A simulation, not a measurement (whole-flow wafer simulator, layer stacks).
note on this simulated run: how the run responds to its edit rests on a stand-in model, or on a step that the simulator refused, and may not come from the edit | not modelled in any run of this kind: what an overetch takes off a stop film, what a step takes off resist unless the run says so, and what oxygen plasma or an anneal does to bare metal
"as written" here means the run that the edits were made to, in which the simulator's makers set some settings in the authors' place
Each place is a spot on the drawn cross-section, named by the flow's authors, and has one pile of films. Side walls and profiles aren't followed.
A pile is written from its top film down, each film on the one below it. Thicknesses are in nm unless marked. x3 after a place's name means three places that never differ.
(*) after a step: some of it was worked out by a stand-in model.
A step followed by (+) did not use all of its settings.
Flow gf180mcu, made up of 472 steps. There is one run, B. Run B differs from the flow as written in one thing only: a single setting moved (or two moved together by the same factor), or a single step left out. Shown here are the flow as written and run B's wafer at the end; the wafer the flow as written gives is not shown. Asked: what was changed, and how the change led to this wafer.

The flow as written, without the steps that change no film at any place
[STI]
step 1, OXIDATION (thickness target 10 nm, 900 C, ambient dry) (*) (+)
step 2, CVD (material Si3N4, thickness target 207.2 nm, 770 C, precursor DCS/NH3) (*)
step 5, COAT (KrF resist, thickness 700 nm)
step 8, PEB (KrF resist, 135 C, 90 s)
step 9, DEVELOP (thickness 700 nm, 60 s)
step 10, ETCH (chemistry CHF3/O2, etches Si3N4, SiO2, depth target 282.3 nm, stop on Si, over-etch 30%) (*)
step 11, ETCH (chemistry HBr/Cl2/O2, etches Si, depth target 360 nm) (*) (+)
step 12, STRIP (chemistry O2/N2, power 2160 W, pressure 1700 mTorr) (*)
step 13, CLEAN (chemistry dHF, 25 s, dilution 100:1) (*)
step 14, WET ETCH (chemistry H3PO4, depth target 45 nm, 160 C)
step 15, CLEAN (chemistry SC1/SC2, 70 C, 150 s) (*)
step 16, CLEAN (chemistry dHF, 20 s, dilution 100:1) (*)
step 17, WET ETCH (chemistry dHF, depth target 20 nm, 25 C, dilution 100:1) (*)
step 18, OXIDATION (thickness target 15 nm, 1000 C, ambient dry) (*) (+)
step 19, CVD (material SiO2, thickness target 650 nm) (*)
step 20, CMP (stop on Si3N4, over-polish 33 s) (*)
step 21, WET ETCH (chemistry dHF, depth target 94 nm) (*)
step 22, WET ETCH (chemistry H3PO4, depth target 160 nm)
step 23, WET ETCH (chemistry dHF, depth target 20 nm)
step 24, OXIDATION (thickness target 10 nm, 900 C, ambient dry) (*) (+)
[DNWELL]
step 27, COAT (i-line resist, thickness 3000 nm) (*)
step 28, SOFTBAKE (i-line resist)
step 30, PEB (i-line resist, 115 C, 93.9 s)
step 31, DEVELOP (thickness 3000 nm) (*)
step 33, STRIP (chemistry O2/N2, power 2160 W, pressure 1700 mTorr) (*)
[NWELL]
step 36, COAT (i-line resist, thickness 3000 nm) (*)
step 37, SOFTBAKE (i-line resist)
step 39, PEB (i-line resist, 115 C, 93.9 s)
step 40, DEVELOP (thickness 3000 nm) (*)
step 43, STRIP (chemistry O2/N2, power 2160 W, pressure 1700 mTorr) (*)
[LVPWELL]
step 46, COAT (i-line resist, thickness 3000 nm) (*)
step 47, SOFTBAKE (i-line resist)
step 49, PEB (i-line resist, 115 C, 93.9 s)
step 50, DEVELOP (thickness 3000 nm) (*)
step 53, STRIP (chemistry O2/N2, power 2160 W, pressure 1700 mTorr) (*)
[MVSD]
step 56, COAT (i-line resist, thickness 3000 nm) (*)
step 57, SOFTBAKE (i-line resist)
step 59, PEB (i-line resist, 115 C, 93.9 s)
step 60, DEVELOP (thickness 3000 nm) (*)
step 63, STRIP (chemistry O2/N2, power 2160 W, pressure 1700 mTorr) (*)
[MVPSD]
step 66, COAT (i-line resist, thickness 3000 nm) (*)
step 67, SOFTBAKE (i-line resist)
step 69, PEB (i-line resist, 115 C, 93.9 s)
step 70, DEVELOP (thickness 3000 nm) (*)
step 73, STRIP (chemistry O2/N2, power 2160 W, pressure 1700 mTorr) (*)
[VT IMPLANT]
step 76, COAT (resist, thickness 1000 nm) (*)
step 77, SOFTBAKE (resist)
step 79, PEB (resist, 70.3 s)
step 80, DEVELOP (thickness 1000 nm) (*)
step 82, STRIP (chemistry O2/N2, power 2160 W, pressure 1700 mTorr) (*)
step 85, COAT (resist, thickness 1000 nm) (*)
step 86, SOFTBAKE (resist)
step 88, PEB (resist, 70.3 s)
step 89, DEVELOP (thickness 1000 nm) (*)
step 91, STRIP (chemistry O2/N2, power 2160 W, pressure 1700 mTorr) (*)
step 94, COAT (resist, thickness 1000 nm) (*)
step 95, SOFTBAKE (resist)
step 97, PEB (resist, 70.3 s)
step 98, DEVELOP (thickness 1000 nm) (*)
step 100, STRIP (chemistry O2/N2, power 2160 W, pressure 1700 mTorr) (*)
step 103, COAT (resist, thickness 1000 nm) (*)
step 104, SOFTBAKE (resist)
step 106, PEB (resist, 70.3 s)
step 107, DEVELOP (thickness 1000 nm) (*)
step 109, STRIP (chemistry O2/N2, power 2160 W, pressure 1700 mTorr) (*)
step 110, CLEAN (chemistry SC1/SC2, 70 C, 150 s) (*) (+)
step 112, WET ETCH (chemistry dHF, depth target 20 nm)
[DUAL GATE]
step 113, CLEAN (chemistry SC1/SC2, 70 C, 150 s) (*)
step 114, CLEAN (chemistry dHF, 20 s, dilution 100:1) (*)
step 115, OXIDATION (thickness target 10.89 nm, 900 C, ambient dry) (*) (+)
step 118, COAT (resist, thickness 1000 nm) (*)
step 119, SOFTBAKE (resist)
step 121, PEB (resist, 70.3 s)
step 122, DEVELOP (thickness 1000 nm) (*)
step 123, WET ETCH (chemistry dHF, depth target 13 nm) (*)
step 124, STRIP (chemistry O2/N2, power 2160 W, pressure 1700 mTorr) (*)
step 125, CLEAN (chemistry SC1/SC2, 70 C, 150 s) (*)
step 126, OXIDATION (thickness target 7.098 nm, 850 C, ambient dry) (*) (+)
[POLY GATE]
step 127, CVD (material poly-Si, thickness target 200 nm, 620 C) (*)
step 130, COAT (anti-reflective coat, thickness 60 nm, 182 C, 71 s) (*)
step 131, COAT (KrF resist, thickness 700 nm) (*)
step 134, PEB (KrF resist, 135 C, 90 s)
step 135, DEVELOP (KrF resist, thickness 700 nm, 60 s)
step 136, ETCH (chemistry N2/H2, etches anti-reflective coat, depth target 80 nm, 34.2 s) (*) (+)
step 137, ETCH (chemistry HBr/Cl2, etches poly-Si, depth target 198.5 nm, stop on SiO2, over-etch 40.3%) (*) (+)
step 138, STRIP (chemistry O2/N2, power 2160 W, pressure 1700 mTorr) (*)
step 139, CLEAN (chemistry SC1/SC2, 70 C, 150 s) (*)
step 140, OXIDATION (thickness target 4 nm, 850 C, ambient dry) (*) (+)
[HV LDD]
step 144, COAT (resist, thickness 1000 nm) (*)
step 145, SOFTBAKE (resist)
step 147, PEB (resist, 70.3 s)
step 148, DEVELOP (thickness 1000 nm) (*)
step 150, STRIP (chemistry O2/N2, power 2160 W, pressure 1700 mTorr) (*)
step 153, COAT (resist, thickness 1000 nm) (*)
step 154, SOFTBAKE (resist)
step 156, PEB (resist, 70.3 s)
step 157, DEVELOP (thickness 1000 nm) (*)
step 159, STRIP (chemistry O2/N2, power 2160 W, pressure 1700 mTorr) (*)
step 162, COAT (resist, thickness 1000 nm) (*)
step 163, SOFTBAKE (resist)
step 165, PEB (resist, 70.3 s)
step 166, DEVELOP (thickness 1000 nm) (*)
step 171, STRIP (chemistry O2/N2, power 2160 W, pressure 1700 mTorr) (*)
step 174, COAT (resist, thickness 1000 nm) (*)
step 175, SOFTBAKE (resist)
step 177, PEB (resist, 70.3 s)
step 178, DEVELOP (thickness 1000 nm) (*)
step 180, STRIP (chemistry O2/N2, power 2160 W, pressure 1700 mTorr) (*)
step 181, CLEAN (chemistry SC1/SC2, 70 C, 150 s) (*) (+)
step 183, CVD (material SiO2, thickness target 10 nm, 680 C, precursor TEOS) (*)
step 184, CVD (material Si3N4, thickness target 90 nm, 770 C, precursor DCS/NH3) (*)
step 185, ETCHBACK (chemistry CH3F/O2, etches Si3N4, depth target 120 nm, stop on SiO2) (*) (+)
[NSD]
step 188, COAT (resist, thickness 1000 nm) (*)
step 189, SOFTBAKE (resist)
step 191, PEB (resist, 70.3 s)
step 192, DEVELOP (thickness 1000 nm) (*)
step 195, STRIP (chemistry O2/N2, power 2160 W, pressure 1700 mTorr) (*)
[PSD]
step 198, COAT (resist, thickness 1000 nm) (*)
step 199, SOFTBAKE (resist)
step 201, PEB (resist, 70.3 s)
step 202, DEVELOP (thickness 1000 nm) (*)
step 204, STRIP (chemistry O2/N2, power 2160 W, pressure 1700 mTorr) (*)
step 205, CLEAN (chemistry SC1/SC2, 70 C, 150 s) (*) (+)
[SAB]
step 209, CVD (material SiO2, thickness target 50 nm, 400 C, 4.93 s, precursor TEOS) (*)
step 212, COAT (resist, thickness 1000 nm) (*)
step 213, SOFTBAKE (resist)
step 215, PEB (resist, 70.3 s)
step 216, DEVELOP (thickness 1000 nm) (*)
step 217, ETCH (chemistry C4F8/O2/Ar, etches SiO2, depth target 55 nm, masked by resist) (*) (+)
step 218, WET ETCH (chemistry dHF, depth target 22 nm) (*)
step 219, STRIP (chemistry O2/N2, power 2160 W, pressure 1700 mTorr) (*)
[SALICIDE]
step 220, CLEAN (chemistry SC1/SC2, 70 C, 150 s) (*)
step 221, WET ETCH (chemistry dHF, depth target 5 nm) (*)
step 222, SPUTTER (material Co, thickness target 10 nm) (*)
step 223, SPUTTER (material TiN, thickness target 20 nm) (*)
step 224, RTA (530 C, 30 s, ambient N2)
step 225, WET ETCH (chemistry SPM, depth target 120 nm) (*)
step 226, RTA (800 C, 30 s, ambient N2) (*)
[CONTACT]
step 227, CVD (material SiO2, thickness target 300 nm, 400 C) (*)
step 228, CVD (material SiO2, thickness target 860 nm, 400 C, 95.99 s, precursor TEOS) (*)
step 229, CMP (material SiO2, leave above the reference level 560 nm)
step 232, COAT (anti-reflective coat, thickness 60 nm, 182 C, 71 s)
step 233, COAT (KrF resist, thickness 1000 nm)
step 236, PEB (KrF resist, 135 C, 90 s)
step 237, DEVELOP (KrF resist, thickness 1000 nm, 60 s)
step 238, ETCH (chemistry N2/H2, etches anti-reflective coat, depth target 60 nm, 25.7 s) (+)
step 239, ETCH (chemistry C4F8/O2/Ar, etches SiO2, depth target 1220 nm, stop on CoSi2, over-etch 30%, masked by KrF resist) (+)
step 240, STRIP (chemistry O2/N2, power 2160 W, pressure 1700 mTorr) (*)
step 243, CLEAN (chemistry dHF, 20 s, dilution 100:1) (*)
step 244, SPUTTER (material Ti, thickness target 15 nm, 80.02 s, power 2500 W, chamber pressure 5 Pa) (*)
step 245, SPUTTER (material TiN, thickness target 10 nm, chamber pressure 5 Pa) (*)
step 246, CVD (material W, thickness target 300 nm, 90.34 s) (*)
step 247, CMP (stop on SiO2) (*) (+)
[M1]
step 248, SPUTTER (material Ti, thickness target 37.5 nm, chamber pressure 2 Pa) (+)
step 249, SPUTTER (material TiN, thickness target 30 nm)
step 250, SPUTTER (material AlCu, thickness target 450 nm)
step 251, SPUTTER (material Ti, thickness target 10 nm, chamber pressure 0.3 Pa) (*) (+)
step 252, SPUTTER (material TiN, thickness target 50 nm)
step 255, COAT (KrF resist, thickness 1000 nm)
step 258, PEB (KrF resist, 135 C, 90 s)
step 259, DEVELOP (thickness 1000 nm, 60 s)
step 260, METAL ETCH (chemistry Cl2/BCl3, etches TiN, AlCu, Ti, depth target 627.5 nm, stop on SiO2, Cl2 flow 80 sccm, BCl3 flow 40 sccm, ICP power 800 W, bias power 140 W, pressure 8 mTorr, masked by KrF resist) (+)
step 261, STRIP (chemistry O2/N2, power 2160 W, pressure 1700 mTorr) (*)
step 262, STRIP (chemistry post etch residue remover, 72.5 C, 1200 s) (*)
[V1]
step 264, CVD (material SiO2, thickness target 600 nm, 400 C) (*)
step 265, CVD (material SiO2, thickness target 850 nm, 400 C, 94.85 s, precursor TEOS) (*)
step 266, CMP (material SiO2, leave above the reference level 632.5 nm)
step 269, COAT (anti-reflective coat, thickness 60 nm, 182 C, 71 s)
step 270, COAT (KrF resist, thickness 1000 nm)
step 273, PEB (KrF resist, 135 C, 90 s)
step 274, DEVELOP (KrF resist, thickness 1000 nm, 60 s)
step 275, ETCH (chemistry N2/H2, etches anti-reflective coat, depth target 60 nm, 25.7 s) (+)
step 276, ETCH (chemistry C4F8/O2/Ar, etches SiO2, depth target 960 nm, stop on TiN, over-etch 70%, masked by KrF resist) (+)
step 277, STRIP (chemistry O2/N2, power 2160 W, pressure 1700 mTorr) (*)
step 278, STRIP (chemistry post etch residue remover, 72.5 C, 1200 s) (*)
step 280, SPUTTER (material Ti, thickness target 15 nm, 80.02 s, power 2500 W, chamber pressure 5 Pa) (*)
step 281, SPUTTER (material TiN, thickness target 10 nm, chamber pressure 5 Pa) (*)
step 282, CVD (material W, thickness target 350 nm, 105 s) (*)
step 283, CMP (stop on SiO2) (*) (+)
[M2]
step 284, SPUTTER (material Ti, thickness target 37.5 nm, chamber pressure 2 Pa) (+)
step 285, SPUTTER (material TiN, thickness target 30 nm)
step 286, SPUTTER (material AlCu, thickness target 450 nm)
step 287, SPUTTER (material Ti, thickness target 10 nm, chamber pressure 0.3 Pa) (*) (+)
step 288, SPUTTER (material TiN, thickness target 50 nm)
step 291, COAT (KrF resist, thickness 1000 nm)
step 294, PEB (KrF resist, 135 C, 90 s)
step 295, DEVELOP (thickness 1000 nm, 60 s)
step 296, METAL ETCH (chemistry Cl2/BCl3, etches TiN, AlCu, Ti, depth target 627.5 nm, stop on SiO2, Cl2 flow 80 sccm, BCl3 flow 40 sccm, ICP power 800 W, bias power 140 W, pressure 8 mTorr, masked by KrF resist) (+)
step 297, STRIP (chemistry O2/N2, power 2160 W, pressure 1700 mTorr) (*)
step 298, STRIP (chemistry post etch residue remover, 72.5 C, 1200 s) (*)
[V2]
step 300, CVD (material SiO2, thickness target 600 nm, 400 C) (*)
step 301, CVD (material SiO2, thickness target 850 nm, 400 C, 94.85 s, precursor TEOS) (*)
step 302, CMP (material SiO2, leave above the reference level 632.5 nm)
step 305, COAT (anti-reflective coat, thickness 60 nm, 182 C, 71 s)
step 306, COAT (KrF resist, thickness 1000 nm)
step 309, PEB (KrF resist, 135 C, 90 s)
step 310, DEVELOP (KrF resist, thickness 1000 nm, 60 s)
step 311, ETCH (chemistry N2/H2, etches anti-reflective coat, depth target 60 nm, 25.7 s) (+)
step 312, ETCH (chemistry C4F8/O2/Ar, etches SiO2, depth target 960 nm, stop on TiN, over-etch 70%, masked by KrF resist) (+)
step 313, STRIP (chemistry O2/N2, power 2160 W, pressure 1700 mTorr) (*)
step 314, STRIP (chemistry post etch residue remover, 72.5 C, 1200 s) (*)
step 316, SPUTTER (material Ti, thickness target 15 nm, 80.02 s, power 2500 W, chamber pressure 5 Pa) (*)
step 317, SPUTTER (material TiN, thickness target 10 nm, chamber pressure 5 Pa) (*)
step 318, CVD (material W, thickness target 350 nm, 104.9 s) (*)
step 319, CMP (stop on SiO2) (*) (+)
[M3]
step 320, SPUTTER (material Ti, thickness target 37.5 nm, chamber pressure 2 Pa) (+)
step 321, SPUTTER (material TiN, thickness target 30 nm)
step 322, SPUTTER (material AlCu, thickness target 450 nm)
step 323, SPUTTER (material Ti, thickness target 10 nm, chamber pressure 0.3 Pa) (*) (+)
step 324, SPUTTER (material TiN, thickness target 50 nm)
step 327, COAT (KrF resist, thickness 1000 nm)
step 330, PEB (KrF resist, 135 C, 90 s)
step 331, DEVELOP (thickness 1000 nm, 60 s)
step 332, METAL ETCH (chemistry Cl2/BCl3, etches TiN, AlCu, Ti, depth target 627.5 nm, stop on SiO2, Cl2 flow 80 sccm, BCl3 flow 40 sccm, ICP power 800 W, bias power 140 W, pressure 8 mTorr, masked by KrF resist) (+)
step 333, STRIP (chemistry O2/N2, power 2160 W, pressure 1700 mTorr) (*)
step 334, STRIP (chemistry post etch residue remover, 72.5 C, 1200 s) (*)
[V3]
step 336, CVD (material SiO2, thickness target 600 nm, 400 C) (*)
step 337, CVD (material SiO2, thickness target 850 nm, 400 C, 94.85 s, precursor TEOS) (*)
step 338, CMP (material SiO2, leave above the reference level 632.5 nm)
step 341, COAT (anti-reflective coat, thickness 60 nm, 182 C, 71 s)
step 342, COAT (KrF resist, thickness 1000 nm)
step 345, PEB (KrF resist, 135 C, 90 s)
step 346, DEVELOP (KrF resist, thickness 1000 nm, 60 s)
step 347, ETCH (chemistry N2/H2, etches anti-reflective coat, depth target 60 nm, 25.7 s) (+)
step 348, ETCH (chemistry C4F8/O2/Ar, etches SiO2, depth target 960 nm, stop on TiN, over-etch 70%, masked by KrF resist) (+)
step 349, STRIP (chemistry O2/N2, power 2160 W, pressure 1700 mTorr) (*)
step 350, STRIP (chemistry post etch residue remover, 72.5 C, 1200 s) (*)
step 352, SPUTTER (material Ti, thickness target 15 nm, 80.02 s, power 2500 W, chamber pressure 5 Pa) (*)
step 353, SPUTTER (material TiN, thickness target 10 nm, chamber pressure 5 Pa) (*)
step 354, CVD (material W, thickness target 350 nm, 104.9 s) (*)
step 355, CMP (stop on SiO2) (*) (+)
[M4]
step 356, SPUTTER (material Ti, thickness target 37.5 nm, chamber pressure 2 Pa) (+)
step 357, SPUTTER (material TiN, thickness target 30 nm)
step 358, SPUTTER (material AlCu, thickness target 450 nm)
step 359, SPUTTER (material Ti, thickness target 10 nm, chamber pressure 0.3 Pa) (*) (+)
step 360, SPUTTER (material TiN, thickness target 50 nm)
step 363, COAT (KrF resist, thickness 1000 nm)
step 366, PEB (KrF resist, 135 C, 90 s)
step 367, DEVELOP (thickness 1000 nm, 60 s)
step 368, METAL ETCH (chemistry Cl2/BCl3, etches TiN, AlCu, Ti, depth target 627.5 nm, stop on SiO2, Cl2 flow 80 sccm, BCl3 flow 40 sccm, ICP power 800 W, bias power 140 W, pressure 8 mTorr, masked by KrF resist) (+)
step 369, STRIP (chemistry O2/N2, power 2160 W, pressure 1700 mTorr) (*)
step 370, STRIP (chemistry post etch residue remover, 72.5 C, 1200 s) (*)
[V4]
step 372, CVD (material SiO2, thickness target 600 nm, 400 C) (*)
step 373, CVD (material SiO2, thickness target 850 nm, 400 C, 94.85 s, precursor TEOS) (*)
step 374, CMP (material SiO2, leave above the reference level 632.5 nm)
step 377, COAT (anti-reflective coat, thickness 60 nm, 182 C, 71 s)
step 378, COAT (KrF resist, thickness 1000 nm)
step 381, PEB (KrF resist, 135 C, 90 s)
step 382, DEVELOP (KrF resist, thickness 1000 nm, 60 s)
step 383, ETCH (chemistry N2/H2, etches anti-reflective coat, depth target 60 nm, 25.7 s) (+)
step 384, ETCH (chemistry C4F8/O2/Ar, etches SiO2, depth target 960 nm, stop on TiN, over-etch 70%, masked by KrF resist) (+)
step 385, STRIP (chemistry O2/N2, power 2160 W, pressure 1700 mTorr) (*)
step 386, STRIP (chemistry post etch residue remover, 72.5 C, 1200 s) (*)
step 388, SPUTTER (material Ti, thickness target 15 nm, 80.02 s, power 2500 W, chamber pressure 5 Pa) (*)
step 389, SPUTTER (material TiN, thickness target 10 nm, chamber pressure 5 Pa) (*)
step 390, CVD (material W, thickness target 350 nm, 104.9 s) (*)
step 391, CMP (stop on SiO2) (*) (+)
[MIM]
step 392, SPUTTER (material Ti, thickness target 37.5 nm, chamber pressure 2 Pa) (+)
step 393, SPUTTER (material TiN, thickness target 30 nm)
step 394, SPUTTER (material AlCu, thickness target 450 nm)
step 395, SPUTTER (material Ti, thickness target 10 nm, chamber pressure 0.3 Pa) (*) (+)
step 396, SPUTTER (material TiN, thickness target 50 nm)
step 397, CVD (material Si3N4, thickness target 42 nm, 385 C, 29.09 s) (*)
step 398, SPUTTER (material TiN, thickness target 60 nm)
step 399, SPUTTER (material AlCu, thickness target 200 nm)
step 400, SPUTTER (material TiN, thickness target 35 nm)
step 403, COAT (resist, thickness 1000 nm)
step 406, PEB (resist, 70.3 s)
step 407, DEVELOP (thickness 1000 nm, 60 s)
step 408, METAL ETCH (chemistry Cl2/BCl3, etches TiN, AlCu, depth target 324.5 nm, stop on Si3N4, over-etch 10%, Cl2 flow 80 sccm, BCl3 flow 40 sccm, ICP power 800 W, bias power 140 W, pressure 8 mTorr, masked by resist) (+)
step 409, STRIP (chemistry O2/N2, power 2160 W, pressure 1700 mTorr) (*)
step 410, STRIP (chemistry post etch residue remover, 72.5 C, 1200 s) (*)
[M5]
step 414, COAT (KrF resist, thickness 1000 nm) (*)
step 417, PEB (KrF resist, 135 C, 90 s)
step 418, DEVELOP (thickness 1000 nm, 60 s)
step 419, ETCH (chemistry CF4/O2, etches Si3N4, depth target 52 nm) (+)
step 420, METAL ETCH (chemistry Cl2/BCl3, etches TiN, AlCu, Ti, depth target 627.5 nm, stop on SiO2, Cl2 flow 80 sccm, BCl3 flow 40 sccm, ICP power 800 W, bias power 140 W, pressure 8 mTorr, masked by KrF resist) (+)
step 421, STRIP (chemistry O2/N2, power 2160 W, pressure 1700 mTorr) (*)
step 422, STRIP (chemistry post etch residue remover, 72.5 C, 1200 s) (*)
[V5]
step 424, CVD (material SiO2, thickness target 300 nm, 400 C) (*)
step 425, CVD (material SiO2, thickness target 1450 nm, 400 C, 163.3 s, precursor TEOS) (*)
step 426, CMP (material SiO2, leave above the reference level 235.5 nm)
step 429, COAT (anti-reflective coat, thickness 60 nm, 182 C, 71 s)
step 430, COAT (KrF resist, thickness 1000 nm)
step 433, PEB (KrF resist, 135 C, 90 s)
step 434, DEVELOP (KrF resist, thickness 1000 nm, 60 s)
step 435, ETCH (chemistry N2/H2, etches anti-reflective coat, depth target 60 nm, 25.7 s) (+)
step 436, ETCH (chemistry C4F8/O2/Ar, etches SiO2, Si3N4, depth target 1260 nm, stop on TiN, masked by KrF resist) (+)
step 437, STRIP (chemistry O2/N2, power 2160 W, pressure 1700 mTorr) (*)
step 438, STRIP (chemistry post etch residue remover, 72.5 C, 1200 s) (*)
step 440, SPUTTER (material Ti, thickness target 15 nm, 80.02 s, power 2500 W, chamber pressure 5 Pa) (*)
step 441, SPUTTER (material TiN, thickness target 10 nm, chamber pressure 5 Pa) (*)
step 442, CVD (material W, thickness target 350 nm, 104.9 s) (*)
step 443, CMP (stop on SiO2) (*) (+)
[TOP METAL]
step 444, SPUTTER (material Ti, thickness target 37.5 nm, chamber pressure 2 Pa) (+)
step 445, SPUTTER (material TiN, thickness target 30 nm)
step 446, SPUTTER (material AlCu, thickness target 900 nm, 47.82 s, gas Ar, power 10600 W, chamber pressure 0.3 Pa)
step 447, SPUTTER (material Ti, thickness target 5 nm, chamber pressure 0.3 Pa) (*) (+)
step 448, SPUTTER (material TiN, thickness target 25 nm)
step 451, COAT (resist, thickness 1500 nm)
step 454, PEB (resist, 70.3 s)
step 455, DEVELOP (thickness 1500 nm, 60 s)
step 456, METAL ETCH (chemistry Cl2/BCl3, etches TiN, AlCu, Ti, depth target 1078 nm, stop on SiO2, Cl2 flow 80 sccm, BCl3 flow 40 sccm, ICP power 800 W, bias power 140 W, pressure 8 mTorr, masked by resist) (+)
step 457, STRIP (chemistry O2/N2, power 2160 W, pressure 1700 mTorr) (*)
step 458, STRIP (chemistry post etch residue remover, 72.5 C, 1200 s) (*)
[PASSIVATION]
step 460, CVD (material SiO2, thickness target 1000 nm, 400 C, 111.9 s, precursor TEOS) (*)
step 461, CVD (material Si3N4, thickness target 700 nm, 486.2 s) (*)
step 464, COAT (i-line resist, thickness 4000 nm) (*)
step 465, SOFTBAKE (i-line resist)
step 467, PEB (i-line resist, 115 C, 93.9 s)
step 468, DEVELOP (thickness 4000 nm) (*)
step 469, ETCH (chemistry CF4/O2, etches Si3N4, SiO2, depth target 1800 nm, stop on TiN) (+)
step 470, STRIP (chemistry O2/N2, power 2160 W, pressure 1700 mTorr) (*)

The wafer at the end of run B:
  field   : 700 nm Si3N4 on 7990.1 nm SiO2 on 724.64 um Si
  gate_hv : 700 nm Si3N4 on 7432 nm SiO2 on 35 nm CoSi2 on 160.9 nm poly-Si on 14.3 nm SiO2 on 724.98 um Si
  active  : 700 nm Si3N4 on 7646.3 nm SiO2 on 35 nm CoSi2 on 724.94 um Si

What caused this: step 374, CMP: leave above the reference level 395.3 nm was run, though the flow has leave above the reference level 632.5 nm.

How this came from the change, step by step:
  step 374, CMP (material SiO2, leave above the reference level 632.5 nm)
      field, field__w1, field__w2 and 103 more: -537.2 SiO2 (in the flow as written it would be: -300 SiO2)
      field__w8, contact, m1, m1__w1, m1_nw: -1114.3 SiO2 (in the flow as written it would be: -877.1 SiO2)
  step 384, ETCH (chemistry C4F8/O2/Ar, etches SiO2, depth target 960 nm, stop on TiN, over-etch 70%, masked by KrF resist) (+)
      field, field__w1, field__w2 and 107 more: -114 KrF resist (in the flow as written it would be: -192 KrF resist)
      contact: -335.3 SiO2 (all of it) (in the flow as written it would be: -572.5 SiO2 (all of it))
  step 385, STRIP (chemistry O2/N2, power 2160 W, pressure 1700 mTorr) (*)
      field, field__w1, field__w2 and 107 more: -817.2 KrF resist (all of it), -60 anti-reflective coat (all of it) (in the flow as written it would be: -739.2 KrF resist (all of it), -60 anti-reflective coat (all of it))
  step 388, SPUTTER (material Ti, thickness target 15 nm, 80.02 s, power 2500 W, chamber pressure 5 Pa) (*)
      contact: +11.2 Ti (new film) (in the flow as written it would be: +9.65 Ti (new film))
  step 389, SPUTTER (material TiN, thickness target 10 nm, chamber pressure 5 Pa) (*)
      contact: +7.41 TiN (new film) (in the flow as written it would be: +6.4 TiN (new film))
  step 390, CVD (material W, thickness target 350 nm, 104.9 s) (*)
      contact: +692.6 W (new film) (in the flow as written it would be: +932.3 W (new film))
